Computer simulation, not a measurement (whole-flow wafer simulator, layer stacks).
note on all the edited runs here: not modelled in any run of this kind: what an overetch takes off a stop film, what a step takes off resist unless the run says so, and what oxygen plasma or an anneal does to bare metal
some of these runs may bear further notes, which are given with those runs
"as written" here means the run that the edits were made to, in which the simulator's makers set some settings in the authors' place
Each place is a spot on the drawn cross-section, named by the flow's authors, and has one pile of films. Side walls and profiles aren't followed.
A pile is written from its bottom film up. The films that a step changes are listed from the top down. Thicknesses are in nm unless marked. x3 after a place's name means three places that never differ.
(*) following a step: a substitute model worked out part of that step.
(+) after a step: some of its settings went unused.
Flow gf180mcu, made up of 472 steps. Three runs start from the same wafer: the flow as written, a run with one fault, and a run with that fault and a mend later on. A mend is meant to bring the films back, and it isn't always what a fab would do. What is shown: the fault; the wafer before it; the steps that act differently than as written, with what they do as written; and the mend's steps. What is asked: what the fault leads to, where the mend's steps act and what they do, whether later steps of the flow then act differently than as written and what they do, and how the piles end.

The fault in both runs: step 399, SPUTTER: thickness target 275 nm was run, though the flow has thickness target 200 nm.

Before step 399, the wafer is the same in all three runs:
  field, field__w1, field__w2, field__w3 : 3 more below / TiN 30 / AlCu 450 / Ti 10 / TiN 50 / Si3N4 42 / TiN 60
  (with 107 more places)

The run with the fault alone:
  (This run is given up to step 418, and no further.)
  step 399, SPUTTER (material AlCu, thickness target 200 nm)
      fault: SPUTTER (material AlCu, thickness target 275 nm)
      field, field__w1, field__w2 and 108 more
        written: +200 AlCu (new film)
        fault: +275 AlCu (new film)
  Steps further on in the flow that do not act as written (3 other steps are not shown; they differ only slightly, by no more than 2% or 0.5 nm, whichever is larger):
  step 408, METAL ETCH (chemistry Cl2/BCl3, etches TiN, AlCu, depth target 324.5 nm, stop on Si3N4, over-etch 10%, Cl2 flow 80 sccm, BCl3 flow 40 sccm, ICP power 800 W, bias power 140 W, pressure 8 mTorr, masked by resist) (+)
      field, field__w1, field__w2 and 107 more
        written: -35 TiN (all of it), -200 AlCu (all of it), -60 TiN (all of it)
        fault: -35 TiN (all of it), -275 AlCu (all of it), -14.5 TiN
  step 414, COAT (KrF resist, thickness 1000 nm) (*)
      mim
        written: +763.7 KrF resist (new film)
        fault: +741.4 KrF resist (new film)
  After step 418, at field, field__w1, field__w2 and 109 more, the piles differ from the flow's by more than 2% or 0.5 nm, whichever is larger.
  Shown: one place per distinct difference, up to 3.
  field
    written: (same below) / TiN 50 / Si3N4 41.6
    fault: (same below) / TiN 50 / Si3N4 42 / TiN 45.1
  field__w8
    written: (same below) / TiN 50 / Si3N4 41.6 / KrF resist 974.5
    fault: (same below) / TiN 50 / Si3N4 42 / TiN 45.1 / KrF resist 974.5
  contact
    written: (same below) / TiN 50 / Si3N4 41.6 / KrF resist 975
    fault: (same below) / TiN 50 / Si3N4 42 / TiN 45.1 / KrF resist 975

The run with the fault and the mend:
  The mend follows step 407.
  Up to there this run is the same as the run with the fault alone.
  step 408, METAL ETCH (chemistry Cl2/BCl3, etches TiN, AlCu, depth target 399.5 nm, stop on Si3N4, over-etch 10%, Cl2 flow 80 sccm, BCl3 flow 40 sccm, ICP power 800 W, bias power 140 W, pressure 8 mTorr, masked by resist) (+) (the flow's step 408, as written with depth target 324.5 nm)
      field, field__w1, field__w2 and 107 more
        -35 TiN (all of it), -275 AlCu (all of it), -60 TiN (all of it)
      mim
        -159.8 resist
  Steps further on in the flow that do not act as written (3 other steps are not shown; they differ only slightly, by no more than 2% or 0.5 nm, whichever is larger):
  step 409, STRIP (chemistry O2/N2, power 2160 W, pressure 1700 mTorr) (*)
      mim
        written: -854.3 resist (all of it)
        mend: -824.3 resist (all of it)
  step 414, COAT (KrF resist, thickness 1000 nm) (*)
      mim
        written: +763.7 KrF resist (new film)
        mend: +707.6 KrF resist (new film)
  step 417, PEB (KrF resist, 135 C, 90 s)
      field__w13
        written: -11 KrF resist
        mend: -11.6 KrF resist
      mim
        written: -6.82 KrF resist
        mend: -5.93 KrF resist
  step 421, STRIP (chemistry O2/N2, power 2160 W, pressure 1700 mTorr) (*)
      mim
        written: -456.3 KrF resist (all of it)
        mend: -401 KrF resist (all of it)
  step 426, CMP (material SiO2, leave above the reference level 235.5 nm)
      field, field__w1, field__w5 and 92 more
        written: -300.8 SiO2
        mend: -225.8 SiO2
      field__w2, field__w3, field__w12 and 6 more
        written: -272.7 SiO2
        mend: -197.7 SiO2
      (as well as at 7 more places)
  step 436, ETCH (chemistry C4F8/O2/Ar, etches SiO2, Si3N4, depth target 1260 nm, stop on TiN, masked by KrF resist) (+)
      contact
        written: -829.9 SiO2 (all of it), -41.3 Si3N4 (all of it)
        mend: -904.9 SiO2 (all of it), -41.3 Si3N4 (all of it)
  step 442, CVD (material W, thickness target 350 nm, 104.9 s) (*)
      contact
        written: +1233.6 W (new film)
        mend: +1309.1 W (new film)
  At field__w4, field__w8, contact, m1, m1__w1, mim, mim_1p0, m1_nw, the piles at the end differ from the flow's by more than 2% or 0.5 nm, whichever is larger.
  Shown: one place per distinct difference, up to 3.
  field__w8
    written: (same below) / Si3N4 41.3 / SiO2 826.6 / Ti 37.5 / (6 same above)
    mend: (same below) / Si3N4 41.3 / SiO2 901.6 / Ti 37.5 / (6 same above)
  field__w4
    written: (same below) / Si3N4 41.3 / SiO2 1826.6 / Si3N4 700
    mend: (same below) / Si3N4 41.3 / SiO2 1901.6 / Si3N4 700
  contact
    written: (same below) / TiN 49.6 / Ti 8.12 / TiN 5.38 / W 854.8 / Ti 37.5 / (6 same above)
    mend: (same below) / TiN 49.6 / Ti 7.78 / TiN 5.15 / W 930.4 / Ti 37.5 / (6 same above)
